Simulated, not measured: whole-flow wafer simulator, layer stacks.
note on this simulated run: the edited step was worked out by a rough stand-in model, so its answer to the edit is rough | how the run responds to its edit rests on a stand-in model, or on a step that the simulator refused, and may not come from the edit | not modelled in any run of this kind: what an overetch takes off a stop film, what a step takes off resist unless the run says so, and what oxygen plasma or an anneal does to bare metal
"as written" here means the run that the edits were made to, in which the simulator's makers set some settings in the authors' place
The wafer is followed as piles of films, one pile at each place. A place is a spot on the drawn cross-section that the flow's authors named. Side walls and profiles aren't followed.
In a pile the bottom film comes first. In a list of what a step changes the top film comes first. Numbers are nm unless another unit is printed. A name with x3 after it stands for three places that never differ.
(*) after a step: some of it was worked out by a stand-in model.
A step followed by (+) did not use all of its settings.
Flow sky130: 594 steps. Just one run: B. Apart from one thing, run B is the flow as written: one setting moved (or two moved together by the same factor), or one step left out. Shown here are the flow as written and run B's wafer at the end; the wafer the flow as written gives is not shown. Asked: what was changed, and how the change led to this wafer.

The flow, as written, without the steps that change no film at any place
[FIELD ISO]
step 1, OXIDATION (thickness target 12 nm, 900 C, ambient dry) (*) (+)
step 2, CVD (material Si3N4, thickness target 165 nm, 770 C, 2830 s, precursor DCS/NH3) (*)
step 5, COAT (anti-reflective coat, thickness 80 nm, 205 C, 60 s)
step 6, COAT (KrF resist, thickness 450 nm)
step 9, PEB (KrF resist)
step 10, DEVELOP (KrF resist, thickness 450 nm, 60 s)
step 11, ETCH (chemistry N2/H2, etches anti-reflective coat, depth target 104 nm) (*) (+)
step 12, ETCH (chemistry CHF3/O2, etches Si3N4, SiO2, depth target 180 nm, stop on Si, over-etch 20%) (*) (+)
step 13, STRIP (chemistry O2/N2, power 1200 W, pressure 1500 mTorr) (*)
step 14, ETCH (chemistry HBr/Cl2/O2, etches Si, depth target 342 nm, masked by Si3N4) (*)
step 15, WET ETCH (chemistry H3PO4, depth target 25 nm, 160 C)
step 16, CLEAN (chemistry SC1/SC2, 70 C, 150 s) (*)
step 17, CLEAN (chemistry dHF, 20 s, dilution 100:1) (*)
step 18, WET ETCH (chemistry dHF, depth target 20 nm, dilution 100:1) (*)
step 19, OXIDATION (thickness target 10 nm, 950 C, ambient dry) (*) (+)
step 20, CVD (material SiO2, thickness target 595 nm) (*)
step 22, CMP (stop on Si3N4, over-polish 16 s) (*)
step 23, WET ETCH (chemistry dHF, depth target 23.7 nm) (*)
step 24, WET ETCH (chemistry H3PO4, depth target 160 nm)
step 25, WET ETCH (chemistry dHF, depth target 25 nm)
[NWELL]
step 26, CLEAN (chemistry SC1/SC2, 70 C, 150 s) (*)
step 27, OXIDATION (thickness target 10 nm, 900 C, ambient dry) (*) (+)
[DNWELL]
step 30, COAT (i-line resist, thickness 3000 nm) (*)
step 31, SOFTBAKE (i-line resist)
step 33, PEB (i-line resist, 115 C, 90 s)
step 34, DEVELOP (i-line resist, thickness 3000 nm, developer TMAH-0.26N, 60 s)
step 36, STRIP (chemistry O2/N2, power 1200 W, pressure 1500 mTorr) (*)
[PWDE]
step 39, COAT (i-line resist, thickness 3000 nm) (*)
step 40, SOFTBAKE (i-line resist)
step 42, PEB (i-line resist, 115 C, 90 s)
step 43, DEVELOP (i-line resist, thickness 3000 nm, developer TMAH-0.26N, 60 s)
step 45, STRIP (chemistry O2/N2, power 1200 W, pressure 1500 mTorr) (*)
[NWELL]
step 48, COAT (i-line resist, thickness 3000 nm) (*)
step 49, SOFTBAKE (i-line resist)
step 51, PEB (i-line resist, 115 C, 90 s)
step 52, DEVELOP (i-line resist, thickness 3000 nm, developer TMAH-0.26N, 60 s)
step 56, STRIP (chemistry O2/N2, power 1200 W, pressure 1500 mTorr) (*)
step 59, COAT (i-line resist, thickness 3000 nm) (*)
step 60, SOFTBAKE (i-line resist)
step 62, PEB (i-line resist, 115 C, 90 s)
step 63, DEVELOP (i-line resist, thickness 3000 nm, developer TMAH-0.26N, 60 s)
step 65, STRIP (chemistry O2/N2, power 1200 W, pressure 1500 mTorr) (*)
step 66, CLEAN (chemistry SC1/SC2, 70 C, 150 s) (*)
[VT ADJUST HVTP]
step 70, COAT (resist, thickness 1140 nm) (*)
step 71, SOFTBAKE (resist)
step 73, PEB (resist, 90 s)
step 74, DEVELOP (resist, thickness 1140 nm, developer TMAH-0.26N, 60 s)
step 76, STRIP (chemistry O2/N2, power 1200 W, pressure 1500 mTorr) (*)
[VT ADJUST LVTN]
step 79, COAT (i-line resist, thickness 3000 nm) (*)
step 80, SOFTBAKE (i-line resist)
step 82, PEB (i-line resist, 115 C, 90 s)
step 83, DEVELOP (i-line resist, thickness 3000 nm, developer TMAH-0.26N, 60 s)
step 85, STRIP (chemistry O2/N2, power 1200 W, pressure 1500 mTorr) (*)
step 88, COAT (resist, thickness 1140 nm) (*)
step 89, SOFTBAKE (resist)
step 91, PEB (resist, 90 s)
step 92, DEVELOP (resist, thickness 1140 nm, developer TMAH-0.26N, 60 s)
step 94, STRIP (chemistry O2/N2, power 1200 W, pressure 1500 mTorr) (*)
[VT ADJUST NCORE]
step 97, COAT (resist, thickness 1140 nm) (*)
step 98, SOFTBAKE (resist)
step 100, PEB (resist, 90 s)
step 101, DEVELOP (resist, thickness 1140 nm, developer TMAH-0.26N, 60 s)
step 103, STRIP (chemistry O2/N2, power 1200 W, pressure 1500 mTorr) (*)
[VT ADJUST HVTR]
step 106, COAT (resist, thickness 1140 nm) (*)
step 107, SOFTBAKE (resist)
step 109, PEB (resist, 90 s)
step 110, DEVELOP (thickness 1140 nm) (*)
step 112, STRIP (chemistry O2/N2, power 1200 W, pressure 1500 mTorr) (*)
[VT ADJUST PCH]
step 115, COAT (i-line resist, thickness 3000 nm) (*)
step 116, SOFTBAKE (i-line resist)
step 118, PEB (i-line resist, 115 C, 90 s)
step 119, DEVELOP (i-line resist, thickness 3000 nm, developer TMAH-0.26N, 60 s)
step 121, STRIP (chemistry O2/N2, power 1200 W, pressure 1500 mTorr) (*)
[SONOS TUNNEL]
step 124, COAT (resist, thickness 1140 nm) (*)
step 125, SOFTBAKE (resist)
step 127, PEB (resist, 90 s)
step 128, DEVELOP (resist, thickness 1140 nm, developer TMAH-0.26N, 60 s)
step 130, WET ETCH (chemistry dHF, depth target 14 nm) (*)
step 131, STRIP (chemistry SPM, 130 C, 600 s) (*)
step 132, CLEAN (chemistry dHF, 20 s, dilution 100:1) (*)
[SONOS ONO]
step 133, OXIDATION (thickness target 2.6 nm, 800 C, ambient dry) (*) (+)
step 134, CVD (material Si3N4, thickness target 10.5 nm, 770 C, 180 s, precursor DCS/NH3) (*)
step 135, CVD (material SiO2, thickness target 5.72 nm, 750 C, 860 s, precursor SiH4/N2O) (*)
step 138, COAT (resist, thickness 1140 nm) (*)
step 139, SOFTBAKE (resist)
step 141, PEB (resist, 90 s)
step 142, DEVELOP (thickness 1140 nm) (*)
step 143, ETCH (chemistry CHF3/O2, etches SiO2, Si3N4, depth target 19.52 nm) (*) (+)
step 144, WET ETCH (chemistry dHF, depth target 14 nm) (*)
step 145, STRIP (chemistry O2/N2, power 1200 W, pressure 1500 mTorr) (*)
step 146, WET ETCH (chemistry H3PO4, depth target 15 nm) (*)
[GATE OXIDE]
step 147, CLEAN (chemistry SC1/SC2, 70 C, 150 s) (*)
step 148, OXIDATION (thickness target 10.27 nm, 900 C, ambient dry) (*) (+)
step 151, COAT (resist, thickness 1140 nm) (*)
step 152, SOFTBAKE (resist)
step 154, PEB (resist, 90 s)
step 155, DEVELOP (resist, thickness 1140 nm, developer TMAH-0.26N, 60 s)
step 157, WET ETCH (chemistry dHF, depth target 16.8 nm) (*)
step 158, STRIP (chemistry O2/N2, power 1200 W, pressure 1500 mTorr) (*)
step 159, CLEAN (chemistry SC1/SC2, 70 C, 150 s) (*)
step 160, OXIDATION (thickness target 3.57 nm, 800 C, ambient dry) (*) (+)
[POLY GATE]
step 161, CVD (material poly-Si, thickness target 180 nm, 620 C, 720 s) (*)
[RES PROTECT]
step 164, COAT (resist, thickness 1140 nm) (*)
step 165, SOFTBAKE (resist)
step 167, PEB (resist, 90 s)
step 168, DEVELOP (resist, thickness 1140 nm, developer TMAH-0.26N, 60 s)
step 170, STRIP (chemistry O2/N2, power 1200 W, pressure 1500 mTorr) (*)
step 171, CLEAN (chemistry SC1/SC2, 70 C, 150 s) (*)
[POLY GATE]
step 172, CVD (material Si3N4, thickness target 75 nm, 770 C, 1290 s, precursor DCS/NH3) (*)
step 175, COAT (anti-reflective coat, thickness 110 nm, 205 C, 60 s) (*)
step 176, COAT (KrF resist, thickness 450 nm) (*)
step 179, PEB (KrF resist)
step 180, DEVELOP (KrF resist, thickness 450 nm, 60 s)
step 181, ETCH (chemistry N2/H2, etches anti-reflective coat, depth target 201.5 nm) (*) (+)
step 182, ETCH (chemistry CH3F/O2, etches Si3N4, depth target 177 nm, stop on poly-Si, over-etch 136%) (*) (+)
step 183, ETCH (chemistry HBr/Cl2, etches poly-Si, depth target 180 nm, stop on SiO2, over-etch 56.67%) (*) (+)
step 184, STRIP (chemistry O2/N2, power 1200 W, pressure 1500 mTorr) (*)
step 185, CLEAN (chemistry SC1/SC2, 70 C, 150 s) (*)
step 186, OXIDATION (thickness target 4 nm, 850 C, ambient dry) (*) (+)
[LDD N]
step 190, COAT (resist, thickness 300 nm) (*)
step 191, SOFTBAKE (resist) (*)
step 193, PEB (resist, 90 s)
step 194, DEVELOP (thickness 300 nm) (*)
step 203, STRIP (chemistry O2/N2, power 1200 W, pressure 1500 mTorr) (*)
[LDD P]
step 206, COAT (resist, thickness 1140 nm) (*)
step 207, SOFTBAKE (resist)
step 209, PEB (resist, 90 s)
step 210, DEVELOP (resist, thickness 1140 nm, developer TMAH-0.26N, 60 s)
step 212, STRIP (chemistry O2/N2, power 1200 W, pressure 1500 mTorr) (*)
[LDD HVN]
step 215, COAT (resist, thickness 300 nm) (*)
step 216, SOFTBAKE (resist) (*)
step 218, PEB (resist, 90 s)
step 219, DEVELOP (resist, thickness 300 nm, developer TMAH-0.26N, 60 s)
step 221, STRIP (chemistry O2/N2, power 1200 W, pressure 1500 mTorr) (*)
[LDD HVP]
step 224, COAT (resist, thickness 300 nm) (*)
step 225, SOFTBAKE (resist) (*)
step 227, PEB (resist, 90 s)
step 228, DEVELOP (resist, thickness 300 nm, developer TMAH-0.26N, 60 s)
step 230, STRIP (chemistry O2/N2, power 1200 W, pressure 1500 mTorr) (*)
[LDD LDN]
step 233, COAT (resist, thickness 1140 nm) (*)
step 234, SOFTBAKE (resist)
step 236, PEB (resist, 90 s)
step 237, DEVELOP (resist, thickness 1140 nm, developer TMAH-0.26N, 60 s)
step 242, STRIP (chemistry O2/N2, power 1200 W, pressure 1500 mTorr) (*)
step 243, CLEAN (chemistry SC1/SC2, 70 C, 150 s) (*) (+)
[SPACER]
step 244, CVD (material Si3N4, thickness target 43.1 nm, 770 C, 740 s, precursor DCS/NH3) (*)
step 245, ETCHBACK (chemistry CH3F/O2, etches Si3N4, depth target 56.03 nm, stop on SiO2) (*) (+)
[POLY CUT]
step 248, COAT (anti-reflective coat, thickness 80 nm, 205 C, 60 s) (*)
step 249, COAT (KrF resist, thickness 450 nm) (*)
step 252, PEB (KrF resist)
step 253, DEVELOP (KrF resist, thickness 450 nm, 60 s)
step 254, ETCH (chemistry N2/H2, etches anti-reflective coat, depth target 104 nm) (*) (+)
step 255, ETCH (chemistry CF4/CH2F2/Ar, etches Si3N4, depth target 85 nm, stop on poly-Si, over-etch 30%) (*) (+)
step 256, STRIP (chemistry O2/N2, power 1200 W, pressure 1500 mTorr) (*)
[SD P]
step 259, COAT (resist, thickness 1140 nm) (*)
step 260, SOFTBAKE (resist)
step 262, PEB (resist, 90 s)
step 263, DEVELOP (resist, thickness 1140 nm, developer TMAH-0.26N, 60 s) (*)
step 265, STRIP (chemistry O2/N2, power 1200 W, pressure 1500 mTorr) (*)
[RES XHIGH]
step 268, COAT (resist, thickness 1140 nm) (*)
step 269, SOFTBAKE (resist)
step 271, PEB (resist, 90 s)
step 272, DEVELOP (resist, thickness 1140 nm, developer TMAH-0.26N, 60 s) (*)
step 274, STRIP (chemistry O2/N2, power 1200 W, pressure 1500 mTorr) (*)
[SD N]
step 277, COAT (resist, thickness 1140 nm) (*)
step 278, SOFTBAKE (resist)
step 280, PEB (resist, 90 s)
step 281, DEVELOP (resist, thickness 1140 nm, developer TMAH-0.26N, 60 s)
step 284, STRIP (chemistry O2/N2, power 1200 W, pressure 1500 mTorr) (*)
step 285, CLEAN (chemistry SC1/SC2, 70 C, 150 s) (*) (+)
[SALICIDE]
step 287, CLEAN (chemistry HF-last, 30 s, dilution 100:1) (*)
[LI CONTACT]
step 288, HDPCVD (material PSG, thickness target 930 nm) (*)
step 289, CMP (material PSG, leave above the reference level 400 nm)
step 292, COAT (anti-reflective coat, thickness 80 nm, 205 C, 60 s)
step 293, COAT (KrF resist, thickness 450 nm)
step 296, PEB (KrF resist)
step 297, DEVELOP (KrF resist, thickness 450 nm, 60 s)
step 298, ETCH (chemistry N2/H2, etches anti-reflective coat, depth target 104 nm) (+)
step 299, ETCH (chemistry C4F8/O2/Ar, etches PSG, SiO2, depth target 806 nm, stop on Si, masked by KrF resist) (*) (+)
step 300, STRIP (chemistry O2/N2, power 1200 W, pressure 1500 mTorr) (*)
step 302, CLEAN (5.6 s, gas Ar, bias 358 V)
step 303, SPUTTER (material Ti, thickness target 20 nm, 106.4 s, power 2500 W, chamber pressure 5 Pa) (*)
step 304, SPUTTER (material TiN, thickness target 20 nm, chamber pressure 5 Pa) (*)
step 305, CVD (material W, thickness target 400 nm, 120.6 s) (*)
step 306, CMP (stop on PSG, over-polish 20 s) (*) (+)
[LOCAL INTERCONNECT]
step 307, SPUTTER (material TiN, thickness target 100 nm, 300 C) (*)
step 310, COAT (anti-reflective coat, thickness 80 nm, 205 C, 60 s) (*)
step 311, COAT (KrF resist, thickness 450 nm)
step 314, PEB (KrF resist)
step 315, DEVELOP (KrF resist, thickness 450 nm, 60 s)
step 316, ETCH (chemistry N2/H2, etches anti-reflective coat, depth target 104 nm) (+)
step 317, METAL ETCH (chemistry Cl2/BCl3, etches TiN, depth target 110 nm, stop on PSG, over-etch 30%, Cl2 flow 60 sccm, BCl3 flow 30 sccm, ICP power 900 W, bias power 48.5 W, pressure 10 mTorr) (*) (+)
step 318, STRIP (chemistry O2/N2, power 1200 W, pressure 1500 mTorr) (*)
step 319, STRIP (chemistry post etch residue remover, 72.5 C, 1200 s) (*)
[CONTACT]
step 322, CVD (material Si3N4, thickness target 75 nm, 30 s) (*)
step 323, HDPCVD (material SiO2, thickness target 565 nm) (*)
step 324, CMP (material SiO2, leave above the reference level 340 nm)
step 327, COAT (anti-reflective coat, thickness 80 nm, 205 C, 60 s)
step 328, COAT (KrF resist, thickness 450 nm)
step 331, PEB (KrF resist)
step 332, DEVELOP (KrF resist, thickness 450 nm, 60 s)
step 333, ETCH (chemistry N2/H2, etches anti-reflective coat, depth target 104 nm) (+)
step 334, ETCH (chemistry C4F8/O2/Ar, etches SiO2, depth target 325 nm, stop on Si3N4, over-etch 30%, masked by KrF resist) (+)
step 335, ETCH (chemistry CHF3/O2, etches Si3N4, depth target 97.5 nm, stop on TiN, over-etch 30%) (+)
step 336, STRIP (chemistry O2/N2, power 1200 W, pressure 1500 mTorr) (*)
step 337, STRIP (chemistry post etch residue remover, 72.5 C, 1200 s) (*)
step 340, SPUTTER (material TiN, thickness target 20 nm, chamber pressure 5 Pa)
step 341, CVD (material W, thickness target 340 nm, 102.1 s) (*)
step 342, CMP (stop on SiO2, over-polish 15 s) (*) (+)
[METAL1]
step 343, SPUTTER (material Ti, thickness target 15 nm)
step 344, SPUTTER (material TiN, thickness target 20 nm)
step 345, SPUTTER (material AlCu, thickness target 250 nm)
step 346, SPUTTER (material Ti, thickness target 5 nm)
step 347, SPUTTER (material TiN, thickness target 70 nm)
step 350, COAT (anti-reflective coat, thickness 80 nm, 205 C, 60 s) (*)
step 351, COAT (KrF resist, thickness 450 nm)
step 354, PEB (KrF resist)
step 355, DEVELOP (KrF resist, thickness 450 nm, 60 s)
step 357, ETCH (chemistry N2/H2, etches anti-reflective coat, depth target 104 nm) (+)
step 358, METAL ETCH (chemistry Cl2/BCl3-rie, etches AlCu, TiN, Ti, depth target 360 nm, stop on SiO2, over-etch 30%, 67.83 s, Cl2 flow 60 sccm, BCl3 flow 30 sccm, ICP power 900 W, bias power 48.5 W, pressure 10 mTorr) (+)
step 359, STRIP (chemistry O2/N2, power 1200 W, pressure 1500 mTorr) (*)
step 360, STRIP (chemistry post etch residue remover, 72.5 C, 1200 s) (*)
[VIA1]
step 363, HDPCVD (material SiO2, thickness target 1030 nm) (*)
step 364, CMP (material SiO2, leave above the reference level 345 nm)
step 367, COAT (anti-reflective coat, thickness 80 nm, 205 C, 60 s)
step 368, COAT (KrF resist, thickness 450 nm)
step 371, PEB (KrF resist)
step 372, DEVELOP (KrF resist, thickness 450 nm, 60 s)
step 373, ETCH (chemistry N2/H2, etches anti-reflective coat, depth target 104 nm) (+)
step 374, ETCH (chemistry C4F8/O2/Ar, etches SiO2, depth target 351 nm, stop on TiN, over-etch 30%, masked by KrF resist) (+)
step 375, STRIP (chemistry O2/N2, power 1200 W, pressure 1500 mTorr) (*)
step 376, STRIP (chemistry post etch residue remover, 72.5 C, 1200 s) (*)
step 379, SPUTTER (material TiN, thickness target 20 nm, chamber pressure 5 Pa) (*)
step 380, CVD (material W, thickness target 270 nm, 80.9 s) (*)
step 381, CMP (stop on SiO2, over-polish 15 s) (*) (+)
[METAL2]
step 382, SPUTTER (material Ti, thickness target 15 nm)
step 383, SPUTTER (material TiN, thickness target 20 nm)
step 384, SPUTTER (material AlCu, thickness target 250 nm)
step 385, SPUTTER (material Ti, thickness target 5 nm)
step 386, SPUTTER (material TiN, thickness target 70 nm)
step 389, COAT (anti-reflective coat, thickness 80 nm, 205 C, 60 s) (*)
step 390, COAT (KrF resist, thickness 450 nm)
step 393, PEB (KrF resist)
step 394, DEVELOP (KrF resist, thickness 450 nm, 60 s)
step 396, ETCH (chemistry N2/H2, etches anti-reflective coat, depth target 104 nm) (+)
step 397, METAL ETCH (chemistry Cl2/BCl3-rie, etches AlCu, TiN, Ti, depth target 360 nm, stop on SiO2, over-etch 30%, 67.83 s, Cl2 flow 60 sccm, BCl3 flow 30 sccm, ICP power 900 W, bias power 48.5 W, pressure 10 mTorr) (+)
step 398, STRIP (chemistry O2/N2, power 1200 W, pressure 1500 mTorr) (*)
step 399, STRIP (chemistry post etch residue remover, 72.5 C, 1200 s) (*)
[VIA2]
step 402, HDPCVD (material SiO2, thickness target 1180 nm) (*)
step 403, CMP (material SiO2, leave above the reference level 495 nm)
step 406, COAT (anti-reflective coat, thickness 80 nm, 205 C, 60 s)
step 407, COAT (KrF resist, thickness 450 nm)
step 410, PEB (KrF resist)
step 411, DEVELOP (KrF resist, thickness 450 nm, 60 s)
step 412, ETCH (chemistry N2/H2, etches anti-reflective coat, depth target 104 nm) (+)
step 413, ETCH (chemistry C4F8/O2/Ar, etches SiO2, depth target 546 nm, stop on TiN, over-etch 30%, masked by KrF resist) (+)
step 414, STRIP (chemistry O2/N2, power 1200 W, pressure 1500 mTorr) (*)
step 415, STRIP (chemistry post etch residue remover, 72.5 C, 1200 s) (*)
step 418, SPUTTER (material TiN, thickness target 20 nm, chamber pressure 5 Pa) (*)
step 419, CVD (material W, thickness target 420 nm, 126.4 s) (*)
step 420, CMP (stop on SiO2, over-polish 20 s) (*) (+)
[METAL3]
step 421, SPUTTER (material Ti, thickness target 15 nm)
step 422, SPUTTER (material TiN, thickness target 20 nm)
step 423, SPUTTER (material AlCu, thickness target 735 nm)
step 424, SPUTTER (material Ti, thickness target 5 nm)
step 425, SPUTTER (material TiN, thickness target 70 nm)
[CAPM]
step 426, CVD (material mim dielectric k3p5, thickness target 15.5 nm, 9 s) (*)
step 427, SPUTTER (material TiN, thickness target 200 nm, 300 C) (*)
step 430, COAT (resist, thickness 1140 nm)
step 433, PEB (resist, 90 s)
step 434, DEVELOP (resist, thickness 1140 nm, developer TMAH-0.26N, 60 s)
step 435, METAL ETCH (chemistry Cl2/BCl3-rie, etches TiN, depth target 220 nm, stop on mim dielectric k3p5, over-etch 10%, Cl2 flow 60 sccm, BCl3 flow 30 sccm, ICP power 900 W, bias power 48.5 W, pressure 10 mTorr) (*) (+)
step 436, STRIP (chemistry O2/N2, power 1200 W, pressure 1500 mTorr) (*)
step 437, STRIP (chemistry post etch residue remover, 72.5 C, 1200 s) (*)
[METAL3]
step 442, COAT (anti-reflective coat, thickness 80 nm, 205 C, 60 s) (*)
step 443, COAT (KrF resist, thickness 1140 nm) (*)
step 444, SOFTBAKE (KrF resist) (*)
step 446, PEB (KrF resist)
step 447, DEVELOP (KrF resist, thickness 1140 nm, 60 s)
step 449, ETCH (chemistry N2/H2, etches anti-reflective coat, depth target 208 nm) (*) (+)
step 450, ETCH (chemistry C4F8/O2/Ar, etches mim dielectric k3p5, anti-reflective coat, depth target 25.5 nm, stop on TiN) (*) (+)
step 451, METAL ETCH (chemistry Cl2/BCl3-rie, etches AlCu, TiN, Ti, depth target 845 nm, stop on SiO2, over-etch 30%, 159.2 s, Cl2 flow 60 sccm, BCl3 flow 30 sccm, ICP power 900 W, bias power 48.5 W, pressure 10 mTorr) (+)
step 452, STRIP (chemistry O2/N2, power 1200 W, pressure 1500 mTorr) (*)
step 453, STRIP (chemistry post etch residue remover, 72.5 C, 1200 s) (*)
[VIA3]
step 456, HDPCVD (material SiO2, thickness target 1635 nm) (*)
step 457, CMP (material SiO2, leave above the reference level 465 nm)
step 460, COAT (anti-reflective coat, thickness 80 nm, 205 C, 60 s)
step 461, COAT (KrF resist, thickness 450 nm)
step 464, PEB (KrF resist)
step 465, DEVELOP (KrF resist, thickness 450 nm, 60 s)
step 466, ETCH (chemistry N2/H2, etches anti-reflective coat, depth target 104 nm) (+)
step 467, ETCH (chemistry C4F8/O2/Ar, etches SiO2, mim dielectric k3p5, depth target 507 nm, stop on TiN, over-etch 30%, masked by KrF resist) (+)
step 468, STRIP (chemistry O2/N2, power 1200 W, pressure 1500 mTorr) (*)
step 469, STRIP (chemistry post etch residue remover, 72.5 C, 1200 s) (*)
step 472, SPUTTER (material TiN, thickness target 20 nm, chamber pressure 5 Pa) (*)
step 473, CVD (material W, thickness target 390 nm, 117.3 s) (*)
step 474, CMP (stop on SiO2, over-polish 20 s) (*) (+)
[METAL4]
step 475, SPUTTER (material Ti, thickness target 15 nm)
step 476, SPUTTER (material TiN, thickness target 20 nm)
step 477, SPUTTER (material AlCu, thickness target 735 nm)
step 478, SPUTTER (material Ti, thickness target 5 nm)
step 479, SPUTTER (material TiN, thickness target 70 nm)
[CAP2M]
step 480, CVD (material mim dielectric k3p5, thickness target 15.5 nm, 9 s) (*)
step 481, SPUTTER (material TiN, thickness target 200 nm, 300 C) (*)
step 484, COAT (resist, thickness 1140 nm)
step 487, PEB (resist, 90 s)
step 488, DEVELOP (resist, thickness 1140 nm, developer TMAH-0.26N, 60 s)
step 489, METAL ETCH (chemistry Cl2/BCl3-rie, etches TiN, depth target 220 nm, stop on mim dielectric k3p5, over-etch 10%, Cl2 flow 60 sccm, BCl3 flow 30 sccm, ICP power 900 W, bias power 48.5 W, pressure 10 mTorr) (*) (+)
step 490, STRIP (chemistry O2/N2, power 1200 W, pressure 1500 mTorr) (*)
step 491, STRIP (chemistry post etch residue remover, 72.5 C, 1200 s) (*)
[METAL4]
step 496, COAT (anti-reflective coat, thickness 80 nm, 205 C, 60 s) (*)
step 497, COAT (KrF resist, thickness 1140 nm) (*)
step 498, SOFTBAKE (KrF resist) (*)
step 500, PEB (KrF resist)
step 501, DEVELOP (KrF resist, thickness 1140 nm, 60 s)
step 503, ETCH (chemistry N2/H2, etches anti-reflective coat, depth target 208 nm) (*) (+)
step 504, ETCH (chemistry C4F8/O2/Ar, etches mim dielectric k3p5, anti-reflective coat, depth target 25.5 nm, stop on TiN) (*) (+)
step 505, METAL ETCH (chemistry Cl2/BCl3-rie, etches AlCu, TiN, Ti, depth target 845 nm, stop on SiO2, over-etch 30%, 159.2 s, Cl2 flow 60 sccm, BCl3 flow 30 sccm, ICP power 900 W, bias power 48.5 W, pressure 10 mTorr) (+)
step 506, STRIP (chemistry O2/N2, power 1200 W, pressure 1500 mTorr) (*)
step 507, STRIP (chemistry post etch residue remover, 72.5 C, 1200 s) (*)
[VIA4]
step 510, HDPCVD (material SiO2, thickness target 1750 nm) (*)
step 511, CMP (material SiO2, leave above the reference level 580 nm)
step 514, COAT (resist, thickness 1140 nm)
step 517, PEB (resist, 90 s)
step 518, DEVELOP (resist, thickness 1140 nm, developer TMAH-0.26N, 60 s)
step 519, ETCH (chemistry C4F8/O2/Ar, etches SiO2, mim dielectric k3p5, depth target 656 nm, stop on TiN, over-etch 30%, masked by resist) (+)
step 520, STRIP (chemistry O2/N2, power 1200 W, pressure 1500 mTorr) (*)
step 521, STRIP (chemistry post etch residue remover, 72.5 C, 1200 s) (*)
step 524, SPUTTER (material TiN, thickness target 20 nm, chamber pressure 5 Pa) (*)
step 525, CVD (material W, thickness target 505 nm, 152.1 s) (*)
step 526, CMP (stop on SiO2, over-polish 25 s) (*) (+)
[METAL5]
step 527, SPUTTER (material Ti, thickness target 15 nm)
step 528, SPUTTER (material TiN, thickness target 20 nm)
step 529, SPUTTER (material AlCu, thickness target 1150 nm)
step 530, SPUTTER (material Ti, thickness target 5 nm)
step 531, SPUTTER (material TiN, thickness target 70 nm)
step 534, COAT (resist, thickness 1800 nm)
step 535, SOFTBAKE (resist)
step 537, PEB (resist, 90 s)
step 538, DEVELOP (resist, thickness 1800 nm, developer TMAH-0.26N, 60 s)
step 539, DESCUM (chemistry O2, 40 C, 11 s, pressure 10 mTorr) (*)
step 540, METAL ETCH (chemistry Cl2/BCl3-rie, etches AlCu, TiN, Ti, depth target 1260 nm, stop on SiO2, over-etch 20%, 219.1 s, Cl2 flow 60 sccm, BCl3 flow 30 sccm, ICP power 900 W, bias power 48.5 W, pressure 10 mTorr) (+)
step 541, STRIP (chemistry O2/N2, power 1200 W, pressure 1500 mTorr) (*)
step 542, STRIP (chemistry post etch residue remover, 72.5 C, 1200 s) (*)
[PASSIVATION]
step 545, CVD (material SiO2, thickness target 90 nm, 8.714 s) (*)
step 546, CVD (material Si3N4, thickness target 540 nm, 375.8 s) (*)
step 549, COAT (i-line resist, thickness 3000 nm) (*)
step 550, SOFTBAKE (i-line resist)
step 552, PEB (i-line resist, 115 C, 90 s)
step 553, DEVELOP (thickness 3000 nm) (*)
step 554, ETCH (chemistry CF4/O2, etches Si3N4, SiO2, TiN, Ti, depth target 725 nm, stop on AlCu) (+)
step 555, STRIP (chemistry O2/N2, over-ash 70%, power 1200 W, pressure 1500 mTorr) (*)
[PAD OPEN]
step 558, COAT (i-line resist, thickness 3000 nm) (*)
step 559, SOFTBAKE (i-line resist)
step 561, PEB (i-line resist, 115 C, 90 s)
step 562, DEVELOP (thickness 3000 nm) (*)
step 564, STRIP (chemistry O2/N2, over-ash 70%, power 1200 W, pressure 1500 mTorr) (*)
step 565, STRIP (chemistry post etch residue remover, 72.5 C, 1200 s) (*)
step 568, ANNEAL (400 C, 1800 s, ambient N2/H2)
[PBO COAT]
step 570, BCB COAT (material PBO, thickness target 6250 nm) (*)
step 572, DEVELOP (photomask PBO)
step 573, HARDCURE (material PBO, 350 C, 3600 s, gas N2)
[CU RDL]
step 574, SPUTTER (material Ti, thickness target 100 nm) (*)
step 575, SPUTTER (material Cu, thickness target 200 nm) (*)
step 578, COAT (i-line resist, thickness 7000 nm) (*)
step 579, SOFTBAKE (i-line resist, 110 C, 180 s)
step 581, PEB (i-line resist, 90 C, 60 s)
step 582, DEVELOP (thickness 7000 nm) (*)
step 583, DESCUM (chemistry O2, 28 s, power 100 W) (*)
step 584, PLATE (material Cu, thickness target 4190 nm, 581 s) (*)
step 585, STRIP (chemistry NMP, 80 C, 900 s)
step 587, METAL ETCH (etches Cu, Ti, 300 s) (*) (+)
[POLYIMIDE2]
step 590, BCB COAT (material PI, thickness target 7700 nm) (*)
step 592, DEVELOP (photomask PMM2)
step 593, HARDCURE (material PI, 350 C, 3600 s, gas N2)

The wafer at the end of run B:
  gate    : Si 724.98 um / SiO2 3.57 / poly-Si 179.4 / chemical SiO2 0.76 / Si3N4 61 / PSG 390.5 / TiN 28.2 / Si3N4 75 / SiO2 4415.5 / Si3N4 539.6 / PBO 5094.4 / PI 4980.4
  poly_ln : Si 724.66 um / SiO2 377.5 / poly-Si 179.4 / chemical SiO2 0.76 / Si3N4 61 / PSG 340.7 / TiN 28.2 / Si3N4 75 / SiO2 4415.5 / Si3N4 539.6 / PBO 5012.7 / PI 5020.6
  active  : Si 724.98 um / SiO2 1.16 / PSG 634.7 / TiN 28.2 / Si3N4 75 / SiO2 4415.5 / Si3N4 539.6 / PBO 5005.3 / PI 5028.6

The reason: step 307, SPUTTER: thickness target 140 nm was run, though the flow has thickness target 100 nm.

The path from the change to this, step by step:
  step 307, SPUTTER (material TiN, thickness target 100 nm, 300 C) (*)
      field, active, n_well and 188 more: TiN gains 140 (new film) (it would be, as written: TiN gains 100 (new film))
  step 317, METAL ETCH (chemistry Cl2/BCl3, etches TiN, depth target 110 nm, stop on PSG, over-etch 30%, Cl2 flow 60 sccm, BCl3 flow 30 sccm, ICP power 900 W, bias power 48.5 W, pressure 10 mTorr) (*) (+)
      field, active, gate and 88 more: TiN loses 110 (it would be, as written: TiN loses 98.7 (all of it))
  step 324, CMP (material SiO2, leave above the reference level 340 nm)
      field, active, gate and 88 more: SiO2 loses 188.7 (it would be, as written: SiO2 loses 200.4)
If metal films that touch count as one body, gate has 1 body; the flow as written gives 0 bodies.
If metal films that touch count as one body, poly_ln has 1 body; the flow as written gives 0 bodies.
If metal films that touch count as one body, active has 1 body; the flow as written gives 0 bodies.
